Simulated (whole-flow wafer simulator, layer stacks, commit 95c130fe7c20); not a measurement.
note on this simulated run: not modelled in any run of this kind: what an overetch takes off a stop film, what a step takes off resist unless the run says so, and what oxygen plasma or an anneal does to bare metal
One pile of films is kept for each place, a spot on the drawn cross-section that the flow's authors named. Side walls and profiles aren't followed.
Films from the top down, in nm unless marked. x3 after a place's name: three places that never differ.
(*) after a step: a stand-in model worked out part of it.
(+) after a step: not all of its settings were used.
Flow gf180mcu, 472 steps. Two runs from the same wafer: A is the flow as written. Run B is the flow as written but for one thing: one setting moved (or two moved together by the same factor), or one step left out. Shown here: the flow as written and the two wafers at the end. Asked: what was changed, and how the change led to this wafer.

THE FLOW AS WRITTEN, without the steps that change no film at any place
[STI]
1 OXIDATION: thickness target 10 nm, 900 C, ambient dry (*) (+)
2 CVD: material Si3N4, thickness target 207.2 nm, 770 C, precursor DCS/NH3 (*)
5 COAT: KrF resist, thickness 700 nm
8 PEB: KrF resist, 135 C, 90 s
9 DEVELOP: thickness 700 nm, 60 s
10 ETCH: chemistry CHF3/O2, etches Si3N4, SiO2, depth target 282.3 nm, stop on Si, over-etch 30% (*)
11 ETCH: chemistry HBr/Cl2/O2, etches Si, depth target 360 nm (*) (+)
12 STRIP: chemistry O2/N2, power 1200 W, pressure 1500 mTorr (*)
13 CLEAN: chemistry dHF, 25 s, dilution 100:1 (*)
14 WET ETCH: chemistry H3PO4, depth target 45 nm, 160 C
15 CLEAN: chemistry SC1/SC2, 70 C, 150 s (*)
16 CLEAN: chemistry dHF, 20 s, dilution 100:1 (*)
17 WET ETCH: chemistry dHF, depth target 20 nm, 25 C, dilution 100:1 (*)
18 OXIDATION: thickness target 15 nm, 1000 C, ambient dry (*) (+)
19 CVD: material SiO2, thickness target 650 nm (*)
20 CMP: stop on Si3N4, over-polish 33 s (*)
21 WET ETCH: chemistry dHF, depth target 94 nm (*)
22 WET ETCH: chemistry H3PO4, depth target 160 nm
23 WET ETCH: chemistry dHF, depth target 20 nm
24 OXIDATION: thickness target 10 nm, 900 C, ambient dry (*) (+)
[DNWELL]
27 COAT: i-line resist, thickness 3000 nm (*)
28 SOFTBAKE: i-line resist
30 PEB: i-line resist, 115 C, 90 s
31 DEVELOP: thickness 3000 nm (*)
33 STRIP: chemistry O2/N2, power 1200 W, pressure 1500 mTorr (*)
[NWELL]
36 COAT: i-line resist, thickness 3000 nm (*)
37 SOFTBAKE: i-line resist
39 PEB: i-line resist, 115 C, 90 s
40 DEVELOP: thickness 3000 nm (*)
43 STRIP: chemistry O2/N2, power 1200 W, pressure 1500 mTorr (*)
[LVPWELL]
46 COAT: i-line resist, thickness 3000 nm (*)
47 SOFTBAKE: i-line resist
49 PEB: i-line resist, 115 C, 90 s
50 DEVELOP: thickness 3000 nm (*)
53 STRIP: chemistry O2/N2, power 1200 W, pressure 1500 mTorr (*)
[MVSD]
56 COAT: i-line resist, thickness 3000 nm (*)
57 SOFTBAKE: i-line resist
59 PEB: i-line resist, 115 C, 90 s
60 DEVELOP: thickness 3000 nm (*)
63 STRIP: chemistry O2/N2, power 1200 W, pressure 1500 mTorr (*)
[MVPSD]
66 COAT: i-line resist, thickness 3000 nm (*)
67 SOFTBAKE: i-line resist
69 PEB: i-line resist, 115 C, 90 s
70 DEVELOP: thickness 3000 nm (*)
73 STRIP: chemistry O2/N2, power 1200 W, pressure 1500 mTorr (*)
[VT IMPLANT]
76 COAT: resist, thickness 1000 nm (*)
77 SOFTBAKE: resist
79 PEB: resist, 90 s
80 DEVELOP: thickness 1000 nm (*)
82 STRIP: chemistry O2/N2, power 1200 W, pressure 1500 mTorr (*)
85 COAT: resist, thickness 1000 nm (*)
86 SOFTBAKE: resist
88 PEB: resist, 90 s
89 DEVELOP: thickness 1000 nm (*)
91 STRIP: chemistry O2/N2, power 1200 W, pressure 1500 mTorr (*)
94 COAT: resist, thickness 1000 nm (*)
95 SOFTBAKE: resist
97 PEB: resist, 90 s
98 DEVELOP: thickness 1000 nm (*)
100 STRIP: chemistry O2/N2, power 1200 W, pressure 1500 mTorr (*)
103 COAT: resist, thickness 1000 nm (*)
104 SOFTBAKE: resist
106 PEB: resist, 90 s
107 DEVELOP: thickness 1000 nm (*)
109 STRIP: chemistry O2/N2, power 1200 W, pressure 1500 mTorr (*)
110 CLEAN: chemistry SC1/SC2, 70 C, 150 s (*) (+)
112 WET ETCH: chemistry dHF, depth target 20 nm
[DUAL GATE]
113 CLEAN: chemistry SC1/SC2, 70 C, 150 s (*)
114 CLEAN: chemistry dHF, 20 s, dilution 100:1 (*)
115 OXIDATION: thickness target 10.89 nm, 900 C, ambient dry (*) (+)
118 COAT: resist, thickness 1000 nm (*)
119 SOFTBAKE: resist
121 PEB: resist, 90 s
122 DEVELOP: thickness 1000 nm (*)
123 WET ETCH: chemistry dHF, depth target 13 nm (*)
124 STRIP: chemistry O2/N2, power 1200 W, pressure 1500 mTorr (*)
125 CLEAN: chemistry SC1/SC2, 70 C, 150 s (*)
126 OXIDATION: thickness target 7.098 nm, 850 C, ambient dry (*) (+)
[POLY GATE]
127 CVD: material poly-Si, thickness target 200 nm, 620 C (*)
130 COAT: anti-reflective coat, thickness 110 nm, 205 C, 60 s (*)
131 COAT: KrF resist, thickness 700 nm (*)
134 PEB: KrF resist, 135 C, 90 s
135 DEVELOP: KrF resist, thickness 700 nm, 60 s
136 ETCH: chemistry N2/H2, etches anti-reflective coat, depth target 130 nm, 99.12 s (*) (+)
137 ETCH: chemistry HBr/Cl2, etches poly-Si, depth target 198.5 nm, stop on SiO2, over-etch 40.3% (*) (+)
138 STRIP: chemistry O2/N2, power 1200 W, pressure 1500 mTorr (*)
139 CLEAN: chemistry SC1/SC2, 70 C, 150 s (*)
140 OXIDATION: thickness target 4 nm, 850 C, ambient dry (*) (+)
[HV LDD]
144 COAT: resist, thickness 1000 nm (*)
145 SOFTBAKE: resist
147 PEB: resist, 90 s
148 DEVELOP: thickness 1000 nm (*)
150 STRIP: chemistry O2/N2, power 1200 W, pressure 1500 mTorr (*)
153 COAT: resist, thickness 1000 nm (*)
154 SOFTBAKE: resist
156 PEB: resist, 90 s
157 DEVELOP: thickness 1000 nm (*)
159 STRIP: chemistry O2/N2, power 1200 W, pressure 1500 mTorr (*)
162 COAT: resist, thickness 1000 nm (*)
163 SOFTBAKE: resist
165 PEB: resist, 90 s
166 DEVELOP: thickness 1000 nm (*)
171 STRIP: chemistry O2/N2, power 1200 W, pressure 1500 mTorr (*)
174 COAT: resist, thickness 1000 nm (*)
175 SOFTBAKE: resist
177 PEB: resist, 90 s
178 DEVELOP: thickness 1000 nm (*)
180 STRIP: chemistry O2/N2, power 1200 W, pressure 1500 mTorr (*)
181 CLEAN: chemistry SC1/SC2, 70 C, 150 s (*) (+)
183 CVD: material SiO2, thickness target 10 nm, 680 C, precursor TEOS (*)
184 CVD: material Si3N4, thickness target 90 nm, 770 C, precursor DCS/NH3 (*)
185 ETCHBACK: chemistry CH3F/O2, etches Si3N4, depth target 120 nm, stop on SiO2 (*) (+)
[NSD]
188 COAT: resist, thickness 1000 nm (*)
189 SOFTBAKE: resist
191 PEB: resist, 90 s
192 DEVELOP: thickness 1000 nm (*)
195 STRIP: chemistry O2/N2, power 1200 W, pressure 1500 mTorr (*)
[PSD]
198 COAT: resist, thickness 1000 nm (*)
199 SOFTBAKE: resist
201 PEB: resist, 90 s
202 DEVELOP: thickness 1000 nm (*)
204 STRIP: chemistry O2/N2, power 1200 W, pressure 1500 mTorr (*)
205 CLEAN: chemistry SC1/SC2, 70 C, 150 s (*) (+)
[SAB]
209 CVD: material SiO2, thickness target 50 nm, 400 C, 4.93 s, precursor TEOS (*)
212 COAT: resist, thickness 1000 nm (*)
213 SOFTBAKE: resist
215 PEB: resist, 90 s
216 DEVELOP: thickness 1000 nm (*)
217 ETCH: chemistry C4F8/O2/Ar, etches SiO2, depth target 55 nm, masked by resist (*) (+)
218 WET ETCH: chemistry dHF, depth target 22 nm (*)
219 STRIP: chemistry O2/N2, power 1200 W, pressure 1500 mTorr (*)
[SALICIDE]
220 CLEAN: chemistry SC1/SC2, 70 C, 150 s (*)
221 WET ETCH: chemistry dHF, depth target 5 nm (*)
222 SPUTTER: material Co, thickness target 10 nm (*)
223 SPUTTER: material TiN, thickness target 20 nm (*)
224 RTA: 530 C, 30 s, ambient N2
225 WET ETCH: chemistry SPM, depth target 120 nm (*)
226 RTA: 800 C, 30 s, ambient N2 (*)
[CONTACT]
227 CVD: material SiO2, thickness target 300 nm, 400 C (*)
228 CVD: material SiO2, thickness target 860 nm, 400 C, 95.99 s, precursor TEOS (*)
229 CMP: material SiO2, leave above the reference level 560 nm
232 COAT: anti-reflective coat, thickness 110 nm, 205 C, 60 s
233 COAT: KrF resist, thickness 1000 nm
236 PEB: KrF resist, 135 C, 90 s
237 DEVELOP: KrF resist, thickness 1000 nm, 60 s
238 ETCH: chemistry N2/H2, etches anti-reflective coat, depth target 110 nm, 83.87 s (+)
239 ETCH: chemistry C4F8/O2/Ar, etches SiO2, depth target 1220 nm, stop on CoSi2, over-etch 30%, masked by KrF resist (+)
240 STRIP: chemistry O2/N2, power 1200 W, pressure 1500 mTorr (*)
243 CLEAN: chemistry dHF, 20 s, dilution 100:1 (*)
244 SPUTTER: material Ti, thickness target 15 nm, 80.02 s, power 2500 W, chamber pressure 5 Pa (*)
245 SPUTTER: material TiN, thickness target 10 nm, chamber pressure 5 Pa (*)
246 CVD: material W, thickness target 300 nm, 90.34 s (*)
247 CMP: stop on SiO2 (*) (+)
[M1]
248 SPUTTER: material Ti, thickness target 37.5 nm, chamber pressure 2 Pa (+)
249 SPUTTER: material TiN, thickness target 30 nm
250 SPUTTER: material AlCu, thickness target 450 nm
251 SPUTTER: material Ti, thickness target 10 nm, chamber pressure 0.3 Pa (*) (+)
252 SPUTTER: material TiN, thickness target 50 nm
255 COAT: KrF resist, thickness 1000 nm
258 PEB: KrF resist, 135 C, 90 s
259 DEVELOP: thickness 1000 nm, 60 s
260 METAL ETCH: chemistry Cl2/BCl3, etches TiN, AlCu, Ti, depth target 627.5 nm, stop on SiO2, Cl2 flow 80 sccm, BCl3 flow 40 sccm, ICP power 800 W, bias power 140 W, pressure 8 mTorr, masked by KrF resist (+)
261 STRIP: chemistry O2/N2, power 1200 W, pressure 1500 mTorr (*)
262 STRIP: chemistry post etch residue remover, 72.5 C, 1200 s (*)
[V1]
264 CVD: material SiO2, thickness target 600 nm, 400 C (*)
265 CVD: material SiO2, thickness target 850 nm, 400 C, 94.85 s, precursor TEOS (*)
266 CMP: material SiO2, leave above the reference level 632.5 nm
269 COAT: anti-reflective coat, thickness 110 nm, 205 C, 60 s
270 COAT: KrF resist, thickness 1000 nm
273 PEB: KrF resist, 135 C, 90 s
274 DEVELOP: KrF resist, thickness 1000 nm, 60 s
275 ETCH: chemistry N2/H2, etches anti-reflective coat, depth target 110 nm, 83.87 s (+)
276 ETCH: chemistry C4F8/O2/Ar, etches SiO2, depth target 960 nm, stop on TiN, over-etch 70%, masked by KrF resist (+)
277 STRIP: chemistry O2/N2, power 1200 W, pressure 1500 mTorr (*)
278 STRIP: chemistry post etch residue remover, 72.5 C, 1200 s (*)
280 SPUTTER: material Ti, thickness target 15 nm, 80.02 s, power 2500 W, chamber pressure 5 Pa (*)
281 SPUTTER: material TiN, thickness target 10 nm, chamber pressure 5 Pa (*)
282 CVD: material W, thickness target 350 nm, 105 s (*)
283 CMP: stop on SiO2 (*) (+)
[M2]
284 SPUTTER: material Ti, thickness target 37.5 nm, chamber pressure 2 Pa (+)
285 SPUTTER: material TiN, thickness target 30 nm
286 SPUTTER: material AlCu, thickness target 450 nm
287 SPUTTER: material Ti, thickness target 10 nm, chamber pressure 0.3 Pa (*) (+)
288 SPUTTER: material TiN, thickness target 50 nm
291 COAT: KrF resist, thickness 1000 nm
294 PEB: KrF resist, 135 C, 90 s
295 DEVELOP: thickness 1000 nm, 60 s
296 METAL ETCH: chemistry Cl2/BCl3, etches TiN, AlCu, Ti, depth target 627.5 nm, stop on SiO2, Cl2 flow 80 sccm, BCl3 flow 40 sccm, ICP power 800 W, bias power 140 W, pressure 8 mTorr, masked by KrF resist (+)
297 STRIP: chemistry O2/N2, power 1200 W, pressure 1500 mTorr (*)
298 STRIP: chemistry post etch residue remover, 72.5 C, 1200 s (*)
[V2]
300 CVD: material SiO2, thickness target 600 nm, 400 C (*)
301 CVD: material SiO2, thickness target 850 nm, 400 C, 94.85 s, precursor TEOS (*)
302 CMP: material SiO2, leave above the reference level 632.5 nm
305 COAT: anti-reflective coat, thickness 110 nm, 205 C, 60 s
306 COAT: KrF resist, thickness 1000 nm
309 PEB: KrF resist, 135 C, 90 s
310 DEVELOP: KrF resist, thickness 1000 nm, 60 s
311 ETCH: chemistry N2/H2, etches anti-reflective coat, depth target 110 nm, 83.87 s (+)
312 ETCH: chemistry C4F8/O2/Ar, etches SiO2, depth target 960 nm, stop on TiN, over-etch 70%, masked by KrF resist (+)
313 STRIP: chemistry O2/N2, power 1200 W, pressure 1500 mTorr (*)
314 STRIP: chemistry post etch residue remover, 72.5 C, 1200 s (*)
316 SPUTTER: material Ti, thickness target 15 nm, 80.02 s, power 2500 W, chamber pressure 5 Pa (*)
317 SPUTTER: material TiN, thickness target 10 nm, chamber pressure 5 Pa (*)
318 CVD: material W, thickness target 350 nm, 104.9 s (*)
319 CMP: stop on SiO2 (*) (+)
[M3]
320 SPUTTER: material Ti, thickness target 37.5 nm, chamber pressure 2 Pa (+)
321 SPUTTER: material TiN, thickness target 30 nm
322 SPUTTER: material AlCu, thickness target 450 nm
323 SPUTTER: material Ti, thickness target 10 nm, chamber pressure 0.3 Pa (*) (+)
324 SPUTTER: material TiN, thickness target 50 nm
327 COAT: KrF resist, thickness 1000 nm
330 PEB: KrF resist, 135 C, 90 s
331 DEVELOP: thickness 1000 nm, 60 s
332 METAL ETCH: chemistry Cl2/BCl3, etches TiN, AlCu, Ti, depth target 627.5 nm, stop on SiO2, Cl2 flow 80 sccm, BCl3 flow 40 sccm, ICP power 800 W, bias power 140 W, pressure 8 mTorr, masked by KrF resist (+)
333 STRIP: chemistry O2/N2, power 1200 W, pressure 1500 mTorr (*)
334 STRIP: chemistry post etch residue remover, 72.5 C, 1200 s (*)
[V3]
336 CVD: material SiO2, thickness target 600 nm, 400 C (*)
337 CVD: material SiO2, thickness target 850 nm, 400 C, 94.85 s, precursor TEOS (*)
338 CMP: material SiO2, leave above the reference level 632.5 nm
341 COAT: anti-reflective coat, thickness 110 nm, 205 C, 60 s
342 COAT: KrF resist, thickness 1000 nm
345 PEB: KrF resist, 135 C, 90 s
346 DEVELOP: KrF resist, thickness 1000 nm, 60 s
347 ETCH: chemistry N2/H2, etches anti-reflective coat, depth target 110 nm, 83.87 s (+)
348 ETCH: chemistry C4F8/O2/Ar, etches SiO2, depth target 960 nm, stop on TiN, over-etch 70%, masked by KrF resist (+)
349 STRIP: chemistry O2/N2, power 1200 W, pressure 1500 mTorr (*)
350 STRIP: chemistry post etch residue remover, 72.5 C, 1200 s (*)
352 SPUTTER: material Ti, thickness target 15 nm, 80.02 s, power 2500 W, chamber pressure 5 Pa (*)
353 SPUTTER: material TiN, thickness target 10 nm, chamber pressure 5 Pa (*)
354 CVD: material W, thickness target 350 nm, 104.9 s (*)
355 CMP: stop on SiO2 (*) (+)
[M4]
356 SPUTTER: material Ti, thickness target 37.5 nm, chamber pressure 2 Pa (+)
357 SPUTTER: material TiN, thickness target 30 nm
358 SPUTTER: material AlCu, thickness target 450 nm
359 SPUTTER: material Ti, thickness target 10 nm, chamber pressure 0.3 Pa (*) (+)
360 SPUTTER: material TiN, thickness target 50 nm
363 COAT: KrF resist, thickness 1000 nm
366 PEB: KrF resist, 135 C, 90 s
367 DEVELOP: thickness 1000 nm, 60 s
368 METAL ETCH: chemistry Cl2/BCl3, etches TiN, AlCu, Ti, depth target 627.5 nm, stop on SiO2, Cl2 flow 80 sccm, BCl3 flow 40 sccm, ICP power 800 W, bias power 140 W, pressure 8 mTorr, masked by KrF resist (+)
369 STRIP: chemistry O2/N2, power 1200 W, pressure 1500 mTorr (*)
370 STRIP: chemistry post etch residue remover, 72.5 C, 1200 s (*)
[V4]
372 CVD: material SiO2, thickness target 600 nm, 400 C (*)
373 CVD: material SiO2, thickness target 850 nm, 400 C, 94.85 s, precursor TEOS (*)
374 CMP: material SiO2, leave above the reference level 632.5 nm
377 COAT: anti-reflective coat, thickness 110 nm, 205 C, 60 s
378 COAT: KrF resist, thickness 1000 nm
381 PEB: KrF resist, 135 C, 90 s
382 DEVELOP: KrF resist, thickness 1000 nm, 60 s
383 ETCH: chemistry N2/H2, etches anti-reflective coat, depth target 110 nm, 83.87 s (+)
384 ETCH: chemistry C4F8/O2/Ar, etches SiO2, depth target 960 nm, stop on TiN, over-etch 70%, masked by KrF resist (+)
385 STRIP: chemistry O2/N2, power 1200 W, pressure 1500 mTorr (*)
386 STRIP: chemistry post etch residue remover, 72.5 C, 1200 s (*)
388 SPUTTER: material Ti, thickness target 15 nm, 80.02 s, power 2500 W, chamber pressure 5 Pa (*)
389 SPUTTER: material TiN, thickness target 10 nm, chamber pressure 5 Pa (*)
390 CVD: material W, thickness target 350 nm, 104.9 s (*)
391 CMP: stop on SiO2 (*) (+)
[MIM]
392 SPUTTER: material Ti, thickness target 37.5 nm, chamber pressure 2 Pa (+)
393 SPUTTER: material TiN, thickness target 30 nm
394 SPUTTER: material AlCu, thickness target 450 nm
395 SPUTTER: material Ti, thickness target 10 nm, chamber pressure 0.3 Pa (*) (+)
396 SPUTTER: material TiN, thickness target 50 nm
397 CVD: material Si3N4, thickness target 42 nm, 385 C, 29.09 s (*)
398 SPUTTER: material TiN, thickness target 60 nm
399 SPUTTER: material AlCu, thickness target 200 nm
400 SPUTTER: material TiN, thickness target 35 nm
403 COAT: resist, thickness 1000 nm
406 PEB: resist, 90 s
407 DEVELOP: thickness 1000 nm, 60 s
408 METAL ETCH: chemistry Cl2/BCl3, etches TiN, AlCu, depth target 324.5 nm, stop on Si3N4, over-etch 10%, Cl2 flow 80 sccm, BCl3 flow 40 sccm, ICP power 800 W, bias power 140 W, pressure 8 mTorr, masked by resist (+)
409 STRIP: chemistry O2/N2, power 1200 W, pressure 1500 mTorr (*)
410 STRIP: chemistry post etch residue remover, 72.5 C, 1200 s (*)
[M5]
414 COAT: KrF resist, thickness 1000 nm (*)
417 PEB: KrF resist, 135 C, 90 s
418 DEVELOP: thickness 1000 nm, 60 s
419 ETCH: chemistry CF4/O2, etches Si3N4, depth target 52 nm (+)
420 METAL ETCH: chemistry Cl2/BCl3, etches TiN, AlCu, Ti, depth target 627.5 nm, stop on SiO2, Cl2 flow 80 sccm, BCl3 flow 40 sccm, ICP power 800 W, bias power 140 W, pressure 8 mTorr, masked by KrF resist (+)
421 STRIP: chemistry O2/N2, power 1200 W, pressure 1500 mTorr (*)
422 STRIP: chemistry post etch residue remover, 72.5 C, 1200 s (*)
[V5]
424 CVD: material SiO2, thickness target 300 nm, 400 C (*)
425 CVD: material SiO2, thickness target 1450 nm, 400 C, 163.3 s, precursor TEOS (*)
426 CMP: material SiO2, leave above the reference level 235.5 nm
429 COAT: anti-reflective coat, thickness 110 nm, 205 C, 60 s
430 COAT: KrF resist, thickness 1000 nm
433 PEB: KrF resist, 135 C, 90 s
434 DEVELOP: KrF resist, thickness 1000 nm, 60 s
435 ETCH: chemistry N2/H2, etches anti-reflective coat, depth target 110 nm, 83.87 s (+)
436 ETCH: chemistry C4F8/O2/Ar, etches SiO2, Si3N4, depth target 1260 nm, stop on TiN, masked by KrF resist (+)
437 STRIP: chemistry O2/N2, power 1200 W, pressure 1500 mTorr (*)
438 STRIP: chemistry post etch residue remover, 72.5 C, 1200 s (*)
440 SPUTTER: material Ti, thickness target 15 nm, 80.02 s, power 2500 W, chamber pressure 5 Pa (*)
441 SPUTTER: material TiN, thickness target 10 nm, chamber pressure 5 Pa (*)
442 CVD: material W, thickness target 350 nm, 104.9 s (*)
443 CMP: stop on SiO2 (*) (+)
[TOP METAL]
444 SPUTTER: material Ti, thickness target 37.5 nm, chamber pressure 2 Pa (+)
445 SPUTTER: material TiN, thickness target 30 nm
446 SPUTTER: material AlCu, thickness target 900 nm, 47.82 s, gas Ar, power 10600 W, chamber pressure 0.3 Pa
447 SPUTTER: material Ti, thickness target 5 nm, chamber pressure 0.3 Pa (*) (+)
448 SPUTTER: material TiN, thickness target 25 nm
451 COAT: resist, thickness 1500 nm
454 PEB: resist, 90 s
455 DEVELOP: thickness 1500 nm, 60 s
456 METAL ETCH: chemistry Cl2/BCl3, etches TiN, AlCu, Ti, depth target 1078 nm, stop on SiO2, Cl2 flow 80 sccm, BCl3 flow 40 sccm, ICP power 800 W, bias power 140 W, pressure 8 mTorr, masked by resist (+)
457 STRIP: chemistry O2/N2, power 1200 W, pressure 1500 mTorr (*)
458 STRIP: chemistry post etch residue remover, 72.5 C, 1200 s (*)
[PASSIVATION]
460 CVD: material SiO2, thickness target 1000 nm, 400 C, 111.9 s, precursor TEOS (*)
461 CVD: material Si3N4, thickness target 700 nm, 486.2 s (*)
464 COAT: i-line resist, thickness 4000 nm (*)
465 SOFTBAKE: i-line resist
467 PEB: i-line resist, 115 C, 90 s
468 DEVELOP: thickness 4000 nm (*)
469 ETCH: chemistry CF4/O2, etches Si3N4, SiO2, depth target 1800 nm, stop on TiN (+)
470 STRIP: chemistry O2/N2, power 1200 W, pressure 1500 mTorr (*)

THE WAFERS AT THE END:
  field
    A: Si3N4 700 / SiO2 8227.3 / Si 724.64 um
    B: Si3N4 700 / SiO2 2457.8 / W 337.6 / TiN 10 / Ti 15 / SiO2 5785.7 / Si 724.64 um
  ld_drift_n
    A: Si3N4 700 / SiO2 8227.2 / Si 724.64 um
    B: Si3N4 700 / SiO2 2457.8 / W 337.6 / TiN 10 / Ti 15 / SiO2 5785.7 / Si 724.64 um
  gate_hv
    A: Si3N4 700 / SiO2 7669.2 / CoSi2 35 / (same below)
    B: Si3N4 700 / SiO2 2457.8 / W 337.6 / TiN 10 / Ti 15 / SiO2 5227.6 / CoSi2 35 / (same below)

The cause: step 391, CMP: stop on SiO2 (*) (+), was left out.

How the change led to this, step by step:
  420 METAL ETCH: chemistry Cl2/BCl3, etches TiN, AlCu, Ti, depth target 627.5 nm, stop on SiO2, Cl2 flow 80 sccm, BCl3 flow 40 sccm, ICP power 800 W, bias power 140 W, pressure 8 mTorr, masked by KrF resist (+)
      field, field__w1, field__w2 and 101 more: A TiN -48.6 (all of it), Ti -10 (all of it), AlCu -450 (all of it), TiN -30 (all of it), Ti -37.5 (all of it) | B TiN -48.6 (all of it), Ti -10 (all of it), AlCu -450 (all of it), TiN -30 (all of it), Ti -37.5 (all of it), W -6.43
  422 STRIP: chemistry post etch residue remover, 72.5 C, 1200 s (*)
      field, field__w1, field__w2 and 101 more: A nothing | B W -6.01
  424 CVD: material SiO2, thickness target 300 nm, 400 C (*)
      field, field__w1, field__w2 and 101 more: A SiO2 +300 | B SiO2 +300 (new film)
  426 CMP: material SiO2, leave above the reference level 235.5 nm
      field, field__w1, field__w5 and 92 more: A SiO2 -300.8 | B SiO2 -288.4
      field__w2, field__w3, field__w12 and 6 more: A SiO2 -272.7 | B SiO2 -259.7
Counting metal films that touch as one body, field has 1 body; the flow as written gives 0 bodies.
Counting metal films that touch as one body, ld_drift_n has 1 body; the flow as written gives 0 bodies.
Counting metal films that touch as one body, gate_hv has 2 bodies (between them, from the top down: SiO2 5227.6); the flow as written gives 1 body.
